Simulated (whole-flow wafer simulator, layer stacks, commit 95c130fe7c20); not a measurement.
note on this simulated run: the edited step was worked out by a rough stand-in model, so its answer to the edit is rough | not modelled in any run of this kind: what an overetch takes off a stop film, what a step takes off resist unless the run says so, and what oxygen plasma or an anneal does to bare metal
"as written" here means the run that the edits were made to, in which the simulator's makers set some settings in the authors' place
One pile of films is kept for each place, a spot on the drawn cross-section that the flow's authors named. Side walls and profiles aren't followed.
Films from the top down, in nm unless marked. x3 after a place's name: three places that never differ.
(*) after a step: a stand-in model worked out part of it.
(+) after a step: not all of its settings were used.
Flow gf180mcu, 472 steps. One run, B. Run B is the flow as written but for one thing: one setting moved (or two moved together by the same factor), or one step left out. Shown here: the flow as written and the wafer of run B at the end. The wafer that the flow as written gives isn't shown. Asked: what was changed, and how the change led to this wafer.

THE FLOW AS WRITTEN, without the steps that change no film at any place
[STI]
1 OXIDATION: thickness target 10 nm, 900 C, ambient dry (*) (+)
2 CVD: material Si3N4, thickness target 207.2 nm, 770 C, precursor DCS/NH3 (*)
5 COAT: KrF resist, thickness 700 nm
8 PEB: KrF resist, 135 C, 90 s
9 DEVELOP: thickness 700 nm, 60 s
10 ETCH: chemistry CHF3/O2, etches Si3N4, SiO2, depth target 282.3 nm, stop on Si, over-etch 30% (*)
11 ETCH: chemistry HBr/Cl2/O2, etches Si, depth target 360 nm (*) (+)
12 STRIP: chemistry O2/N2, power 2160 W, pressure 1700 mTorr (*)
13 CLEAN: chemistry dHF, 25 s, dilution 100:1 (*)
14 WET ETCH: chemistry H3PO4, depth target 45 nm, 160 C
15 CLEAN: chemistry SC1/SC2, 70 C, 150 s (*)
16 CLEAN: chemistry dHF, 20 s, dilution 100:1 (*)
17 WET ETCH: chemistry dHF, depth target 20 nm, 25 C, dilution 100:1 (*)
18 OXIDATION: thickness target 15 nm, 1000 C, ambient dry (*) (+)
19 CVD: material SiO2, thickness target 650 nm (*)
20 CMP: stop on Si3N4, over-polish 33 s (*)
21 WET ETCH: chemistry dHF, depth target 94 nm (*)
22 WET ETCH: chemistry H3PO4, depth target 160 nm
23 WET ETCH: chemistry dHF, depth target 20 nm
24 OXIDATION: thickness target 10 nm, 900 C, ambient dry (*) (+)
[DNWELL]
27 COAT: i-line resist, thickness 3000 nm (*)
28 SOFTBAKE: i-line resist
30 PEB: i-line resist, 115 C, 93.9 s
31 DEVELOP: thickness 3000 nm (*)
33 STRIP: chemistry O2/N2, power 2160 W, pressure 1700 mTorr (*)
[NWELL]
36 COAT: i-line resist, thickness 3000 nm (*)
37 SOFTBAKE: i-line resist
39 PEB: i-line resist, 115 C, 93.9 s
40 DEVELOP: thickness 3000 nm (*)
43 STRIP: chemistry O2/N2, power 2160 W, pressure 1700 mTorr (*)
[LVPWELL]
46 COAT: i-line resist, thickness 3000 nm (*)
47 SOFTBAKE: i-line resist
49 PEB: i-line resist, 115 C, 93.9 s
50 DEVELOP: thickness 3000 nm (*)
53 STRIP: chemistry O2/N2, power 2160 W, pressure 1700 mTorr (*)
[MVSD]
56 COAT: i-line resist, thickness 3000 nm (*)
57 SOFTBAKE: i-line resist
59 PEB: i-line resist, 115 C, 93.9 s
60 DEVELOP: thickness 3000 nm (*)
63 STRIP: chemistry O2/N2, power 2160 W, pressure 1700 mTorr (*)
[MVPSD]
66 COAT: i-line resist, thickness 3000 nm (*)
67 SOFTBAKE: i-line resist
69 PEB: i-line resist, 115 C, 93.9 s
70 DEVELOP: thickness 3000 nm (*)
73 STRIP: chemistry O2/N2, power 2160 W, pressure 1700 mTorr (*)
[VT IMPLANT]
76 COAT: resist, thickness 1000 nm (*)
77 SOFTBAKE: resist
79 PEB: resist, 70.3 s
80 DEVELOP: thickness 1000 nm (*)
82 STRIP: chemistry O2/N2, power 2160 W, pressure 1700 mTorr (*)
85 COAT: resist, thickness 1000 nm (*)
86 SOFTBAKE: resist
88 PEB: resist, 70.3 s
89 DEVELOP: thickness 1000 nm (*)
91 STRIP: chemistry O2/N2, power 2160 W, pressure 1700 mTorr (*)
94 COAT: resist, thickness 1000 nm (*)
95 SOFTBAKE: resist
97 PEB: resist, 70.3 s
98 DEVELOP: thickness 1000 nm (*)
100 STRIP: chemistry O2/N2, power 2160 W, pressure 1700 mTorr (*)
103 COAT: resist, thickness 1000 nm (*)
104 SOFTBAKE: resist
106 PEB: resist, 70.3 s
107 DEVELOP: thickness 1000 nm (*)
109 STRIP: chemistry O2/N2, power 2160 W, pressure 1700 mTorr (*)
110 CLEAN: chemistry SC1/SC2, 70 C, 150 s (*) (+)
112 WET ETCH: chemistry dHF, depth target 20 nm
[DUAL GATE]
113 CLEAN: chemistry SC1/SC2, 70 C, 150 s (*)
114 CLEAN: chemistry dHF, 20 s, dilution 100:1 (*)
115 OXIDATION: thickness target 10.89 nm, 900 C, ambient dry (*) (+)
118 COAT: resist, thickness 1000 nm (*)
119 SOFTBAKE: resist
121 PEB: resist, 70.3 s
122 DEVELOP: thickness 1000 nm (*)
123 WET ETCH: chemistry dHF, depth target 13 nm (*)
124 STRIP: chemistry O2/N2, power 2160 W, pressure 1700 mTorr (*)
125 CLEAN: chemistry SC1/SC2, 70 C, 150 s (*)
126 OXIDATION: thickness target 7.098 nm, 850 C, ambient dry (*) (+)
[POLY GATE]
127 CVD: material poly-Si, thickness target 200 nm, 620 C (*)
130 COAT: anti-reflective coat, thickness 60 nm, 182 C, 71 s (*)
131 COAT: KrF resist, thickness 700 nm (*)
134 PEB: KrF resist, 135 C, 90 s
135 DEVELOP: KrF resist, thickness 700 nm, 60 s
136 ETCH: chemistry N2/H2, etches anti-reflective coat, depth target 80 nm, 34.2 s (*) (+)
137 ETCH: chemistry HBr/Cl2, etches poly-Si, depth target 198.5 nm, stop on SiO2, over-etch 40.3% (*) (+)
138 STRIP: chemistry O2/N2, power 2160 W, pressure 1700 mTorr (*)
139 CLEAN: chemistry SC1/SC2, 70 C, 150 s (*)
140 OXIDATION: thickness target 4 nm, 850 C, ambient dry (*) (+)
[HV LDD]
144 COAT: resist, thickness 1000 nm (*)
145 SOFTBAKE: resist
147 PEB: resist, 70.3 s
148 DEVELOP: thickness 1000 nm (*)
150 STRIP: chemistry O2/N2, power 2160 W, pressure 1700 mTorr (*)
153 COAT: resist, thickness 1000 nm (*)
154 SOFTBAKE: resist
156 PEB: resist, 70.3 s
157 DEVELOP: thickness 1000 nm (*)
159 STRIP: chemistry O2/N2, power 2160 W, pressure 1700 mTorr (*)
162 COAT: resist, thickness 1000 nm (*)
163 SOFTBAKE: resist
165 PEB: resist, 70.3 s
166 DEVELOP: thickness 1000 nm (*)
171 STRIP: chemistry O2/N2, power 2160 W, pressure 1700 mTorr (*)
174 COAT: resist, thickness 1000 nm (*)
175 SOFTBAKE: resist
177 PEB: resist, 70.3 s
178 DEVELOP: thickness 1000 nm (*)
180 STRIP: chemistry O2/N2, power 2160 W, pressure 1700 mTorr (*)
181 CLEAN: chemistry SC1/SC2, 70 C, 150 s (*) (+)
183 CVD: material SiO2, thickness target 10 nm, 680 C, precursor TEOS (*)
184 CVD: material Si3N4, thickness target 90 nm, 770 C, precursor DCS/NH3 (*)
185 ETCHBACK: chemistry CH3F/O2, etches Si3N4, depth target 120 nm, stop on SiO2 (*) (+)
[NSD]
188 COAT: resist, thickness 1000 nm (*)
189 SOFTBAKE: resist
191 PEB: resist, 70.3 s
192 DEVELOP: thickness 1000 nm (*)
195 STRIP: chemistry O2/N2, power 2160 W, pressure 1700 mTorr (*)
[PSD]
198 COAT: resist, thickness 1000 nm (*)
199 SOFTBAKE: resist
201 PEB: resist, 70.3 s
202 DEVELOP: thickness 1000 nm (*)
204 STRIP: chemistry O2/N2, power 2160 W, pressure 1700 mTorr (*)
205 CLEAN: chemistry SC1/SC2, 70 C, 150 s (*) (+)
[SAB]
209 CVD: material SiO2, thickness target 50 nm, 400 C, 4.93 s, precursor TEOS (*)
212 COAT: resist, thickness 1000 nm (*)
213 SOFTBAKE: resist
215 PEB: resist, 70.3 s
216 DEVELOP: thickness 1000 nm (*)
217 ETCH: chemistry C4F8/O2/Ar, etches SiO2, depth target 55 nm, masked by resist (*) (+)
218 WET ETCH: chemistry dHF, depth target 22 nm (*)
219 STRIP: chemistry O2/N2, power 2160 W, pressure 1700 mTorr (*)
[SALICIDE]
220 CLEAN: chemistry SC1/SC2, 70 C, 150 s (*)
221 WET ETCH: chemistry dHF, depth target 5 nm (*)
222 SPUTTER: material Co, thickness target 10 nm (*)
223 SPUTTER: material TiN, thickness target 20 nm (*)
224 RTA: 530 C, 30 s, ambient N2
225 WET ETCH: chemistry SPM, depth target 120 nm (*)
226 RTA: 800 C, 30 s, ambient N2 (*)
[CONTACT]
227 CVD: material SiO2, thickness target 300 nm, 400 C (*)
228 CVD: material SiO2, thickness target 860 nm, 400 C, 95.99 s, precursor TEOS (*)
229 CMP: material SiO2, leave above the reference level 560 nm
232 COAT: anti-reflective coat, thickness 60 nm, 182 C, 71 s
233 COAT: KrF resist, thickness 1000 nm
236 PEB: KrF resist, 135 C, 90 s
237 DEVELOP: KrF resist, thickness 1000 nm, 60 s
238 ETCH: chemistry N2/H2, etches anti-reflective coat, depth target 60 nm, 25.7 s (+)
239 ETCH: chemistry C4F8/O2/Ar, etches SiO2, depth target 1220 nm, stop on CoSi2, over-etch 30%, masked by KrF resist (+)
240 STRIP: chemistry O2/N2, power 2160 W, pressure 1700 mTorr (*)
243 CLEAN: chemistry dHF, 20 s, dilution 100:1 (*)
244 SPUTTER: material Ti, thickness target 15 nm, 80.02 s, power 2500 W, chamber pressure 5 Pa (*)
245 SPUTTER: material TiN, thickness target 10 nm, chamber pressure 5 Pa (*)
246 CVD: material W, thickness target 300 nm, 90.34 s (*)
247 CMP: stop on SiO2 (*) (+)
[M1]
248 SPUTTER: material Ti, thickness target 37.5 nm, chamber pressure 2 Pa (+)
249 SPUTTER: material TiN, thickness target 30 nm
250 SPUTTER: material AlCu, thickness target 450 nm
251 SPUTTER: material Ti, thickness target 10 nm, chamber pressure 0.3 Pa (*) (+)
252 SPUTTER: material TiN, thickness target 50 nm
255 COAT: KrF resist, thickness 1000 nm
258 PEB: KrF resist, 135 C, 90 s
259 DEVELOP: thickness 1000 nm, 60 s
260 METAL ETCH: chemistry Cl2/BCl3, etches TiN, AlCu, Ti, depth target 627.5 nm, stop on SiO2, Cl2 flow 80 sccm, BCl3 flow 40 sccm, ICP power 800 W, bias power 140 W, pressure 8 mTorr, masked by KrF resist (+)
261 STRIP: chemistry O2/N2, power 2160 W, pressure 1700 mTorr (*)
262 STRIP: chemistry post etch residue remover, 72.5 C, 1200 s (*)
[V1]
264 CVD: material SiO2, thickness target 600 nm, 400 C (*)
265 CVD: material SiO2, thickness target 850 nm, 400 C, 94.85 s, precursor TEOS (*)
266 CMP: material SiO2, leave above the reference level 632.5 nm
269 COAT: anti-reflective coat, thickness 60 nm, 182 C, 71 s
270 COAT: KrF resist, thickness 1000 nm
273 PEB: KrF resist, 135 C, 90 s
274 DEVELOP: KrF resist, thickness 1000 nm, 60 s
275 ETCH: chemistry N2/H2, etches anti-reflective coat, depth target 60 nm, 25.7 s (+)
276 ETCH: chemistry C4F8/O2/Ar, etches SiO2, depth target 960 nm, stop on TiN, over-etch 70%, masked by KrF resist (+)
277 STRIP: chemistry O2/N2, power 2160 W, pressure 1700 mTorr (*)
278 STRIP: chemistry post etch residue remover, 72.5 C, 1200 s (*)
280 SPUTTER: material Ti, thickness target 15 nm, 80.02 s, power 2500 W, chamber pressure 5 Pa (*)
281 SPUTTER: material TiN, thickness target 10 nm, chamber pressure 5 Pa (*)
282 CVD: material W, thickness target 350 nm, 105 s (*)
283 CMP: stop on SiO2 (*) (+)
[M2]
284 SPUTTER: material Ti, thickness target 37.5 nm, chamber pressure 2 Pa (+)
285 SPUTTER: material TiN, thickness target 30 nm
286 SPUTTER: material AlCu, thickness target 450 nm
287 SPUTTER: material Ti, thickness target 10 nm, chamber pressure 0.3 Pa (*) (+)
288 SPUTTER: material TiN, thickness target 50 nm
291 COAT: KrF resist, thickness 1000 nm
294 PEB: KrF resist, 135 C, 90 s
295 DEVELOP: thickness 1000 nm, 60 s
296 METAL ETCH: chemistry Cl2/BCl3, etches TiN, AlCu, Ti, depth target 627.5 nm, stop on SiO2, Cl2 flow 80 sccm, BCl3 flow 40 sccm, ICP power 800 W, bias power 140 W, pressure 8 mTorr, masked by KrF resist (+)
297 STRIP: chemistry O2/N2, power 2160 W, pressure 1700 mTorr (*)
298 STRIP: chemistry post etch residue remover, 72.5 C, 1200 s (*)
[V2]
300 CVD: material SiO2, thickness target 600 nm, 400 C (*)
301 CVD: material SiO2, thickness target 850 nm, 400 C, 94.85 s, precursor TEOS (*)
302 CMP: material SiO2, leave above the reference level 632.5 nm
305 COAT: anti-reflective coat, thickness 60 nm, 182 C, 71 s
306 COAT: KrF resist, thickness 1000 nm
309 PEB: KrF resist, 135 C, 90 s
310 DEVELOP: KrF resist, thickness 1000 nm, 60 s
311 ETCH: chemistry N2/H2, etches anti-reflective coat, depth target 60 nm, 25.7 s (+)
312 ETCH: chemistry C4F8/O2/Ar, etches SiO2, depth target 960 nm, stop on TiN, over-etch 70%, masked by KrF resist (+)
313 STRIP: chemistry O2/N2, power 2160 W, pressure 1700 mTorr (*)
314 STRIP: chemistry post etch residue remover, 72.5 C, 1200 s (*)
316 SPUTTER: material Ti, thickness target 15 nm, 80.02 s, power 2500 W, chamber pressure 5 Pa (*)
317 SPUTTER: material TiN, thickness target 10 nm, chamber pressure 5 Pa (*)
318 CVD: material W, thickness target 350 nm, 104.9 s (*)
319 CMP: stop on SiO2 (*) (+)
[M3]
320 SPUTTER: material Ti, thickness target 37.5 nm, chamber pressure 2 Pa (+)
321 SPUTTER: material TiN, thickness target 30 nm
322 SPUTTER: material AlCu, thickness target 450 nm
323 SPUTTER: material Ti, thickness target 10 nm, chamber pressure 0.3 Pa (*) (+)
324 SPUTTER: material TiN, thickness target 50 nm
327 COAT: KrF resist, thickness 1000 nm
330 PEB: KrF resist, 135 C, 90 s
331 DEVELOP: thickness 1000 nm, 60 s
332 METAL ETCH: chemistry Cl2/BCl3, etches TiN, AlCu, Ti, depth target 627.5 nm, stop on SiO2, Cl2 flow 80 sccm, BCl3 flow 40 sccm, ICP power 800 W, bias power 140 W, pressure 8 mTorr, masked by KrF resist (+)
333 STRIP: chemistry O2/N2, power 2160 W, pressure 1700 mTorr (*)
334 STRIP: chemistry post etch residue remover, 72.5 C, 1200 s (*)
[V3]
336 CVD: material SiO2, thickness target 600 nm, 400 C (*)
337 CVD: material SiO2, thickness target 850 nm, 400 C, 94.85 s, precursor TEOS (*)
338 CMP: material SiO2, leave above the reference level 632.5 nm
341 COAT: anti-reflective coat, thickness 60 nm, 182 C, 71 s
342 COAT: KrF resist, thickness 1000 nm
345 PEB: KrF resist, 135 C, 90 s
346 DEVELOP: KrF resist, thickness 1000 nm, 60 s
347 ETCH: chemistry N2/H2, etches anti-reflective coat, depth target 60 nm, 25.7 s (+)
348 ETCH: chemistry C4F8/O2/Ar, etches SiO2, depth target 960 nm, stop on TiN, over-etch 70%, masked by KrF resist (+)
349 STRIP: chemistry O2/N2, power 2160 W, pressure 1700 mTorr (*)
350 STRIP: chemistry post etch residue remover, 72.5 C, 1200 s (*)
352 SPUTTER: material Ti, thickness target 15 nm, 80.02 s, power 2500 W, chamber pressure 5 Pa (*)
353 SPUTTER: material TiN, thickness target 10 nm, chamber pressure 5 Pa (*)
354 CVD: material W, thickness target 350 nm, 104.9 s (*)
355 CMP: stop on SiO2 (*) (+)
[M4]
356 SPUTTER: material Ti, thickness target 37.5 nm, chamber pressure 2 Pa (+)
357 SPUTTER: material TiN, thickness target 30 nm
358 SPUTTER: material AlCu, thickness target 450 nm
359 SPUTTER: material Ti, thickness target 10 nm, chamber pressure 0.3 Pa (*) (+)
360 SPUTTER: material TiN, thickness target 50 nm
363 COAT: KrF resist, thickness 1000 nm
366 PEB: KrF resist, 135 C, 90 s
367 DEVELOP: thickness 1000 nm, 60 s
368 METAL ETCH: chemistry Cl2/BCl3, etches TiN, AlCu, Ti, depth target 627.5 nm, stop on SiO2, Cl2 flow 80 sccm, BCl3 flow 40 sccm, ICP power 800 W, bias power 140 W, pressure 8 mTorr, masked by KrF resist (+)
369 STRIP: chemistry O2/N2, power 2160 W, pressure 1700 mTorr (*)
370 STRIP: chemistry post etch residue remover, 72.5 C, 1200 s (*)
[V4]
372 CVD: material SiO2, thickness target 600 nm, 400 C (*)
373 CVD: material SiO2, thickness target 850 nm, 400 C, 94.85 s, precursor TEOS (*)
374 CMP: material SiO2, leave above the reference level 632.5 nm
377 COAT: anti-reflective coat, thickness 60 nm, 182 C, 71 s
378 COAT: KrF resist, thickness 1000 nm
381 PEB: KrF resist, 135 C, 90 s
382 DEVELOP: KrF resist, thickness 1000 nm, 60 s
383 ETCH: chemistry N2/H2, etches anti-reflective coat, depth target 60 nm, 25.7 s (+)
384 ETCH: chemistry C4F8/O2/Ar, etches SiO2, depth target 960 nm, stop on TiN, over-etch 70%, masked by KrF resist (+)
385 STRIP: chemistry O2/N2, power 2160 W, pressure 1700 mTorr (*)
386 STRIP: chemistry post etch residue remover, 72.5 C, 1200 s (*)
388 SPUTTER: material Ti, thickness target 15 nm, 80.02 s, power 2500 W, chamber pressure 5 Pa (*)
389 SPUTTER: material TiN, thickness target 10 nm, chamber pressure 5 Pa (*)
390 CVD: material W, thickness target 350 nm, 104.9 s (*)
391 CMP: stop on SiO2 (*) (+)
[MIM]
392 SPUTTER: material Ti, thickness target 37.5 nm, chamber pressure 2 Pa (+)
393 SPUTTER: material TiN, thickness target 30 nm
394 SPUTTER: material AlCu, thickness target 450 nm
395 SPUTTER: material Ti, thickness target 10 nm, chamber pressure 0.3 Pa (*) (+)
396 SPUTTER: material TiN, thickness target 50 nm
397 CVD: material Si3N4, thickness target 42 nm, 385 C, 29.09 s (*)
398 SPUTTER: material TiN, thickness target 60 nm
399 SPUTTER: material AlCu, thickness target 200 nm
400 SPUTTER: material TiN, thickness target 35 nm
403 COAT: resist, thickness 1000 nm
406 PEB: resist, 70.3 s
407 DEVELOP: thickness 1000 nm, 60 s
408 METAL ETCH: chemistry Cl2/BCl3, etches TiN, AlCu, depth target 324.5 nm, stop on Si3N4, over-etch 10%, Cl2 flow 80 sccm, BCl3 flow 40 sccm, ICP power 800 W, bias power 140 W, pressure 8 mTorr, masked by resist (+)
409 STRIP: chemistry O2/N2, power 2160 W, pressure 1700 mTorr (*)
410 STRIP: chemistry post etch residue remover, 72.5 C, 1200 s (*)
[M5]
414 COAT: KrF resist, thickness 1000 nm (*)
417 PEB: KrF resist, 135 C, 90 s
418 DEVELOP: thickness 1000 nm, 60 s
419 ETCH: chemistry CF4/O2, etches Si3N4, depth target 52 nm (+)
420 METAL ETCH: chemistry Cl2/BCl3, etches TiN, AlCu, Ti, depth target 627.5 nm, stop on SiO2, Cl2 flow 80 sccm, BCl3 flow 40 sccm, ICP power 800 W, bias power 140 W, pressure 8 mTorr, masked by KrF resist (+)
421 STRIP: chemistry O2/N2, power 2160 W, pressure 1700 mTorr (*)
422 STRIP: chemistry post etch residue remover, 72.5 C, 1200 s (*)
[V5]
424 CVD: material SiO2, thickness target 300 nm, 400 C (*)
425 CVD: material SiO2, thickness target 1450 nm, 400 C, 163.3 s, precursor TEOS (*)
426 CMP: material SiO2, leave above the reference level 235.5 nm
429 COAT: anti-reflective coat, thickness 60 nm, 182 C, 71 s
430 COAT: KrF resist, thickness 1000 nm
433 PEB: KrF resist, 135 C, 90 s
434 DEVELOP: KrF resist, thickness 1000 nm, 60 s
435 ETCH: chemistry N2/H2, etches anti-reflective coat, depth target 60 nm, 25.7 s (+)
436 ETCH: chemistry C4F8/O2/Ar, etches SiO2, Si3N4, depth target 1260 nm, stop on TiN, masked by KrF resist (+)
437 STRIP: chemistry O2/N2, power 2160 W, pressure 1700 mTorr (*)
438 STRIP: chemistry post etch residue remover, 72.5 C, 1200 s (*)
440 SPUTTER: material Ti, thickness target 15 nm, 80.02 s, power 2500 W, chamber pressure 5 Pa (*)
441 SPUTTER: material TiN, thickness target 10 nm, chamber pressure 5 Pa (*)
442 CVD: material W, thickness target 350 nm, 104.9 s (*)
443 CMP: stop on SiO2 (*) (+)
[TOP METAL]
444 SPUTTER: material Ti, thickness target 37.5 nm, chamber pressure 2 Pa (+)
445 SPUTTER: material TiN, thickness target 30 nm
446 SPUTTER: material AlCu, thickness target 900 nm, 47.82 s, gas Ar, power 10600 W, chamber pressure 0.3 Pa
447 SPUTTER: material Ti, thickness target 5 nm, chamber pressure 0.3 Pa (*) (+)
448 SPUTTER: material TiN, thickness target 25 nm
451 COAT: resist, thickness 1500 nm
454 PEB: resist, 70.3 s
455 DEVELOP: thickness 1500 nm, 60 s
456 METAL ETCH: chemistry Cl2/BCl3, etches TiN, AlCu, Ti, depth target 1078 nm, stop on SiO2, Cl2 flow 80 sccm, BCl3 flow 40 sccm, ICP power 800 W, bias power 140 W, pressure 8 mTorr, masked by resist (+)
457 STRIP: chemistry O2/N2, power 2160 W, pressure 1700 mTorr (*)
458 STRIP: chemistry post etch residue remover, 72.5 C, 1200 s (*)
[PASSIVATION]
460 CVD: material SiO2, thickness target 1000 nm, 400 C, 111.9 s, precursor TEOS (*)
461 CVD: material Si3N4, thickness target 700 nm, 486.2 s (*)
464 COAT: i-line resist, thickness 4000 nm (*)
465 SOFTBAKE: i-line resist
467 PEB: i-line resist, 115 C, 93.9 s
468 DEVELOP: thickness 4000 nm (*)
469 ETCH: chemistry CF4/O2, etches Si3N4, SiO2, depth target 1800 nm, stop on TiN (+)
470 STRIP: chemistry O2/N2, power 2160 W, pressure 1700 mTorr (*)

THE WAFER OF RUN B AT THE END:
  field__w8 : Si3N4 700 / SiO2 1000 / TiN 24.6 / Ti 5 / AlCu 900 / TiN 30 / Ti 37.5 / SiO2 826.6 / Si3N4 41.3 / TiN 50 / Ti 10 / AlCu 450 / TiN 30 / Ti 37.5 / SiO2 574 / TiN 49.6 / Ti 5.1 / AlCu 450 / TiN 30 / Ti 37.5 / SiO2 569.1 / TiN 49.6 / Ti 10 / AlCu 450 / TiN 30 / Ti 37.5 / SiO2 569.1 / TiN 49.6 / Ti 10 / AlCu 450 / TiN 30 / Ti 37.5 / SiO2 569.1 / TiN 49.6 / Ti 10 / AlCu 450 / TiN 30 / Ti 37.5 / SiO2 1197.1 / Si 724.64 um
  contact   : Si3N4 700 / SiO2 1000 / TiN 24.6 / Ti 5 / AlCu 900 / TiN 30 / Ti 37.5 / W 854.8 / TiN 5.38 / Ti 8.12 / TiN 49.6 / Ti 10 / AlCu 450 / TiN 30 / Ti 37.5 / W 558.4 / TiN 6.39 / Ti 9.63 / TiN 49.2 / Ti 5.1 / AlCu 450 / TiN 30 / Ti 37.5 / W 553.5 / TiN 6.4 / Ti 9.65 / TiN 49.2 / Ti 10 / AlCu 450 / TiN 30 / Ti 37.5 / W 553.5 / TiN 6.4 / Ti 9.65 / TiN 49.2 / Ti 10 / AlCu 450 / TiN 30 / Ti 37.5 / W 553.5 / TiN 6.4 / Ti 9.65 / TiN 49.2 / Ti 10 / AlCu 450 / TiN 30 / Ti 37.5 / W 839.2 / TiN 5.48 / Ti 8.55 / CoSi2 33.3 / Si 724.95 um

The cause: step 359, SPUTTER: thickness target 5.1 nm was run, where the flow has thickness target 10 nm.
It can be read off the wafer: field__w8 has Ti 5.1, and step 359 as written asks for 10 nm.

How the change led to this, step by step:
  359 SPUTTER: material Ti, thickness target 10 nm, chamber pressure 0.3 Pa (*) (+)
      field, field__w1, field__w2 and 108 more: Ti +5.1 (new film) (as written it would be: Ti +10 (new film))
  368 METAL ETCH: chemistry Cl2/BCl3, etches TiN, AlCu, Ti, depth target 627.5 nm, stop on SiO2, Cl2 flow 80 sccm, BCl3 flow 40 sccm, ICP power 800 W, bias power 140 W, pressure 8 mTorr, masked by KrF resist (+)
      field, field__w1, field__w2 and 103 more: TiN -50 (all of it), Ti -5.1 (all of it), AlCu -450 (all of it), TiN -30 (all of it), Ti -37.5 (all of it) (as written it would be: TiN -50 (all of it), Ti -10 (all of it), AlCu -450 (all of it), TiN -30 (all of it), Ti -37.5 (all of it))
